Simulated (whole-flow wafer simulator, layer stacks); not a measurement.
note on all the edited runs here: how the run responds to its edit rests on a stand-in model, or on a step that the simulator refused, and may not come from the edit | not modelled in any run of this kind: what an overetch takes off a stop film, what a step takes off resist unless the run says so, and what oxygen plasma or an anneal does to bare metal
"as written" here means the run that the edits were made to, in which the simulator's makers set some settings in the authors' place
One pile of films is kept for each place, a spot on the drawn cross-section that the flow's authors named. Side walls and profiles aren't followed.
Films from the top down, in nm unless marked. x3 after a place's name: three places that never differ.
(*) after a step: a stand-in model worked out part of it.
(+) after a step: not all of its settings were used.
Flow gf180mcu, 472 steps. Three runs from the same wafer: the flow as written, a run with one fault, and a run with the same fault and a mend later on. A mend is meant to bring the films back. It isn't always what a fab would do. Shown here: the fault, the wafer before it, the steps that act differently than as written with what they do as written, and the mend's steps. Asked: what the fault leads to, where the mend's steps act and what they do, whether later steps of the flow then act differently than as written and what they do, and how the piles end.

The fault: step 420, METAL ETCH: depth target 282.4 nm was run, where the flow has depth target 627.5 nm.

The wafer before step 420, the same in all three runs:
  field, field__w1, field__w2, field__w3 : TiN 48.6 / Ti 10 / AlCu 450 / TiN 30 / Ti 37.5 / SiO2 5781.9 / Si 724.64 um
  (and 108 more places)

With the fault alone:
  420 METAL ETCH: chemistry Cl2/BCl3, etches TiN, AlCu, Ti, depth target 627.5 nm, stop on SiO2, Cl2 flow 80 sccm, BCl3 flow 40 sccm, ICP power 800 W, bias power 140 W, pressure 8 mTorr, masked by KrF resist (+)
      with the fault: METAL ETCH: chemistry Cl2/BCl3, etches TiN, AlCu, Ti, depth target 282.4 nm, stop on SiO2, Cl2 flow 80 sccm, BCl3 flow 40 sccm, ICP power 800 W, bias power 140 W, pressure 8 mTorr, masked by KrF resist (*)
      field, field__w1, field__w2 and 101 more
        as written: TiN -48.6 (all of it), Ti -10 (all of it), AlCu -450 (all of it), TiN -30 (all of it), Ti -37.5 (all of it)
        with the fault: TiN -48.6 (all of it), Ti -10 (all of it), AlCu -223.8
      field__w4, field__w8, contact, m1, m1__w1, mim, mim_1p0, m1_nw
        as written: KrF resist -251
        with the fault: KrF resist -113
  Later steps of the flow that act differently than as written (1 more step differs only slightly, by at most 2% or 0.5 nm, whichever is larger, and isn't shown):
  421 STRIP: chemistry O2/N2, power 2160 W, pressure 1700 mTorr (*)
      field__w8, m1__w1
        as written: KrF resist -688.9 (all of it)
        with the fault: KrF resist -826.9 (all of it)
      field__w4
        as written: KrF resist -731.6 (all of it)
        with the fault: KrF resist -869.7 (all of it)
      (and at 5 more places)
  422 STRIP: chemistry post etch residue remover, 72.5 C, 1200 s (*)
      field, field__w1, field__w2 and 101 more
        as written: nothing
        with the fault: AlCu -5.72
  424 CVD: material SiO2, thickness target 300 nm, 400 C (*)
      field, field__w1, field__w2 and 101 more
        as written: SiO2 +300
        with the fault: SiO2 +300 (new film)
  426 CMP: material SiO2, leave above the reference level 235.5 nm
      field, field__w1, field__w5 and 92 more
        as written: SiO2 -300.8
        with the fault: SiO2 -588.8
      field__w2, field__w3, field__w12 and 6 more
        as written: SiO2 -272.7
        with the fault: SiO2 -573.7
  At the end the piles differ from the flow's by more than 2% or 0.5 nm, whichever is larger, at field, field__w1, field__w2 and 101 more.
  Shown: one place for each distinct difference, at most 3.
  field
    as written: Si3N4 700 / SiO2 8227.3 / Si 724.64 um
    with the fault: Si3N4 700 / SiO2 2157.4 / AlCu 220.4 / TiN 30 / Ti 37.5 / SiO2 5781.9 / Si 724.64 um
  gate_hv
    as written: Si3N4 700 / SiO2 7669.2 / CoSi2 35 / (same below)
    with the fault: Si3N4 700 / SiO2 2157.4 / AlCu 220.4 / TiN 30 / Ti 37.5 / SiO2 5223.8 / CoSi2 35 / (same below)
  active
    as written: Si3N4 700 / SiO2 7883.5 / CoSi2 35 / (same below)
    with the fault: Si3N4 700 / SiO2 2157.4 / AlCu 220.4 / TiN 30 / Ti 37.5 / SiO2 5438.1 / CoSi2 35 / (same below)

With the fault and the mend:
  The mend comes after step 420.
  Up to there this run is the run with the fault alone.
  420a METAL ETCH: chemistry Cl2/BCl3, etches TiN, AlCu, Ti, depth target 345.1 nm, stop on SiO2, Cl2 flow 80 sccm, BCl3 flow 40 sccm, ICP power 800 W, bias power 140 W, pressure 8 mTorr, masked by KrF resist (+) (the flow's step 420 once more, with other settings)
      field, field__w1, field__w2 and 101 more
        AlCu -226.2 (all of it), TiN -30 (all of it), Ti -37.5 (all of it)
      field__w4, field__w8, contact, m1, m1__w1, mim, mim_1p0, m1_nw
        KrF resist -138
  No later step of the flow acts differently than as written at any place that is followed.
  At the end the piles are the same as the flow's at every place that both follow.
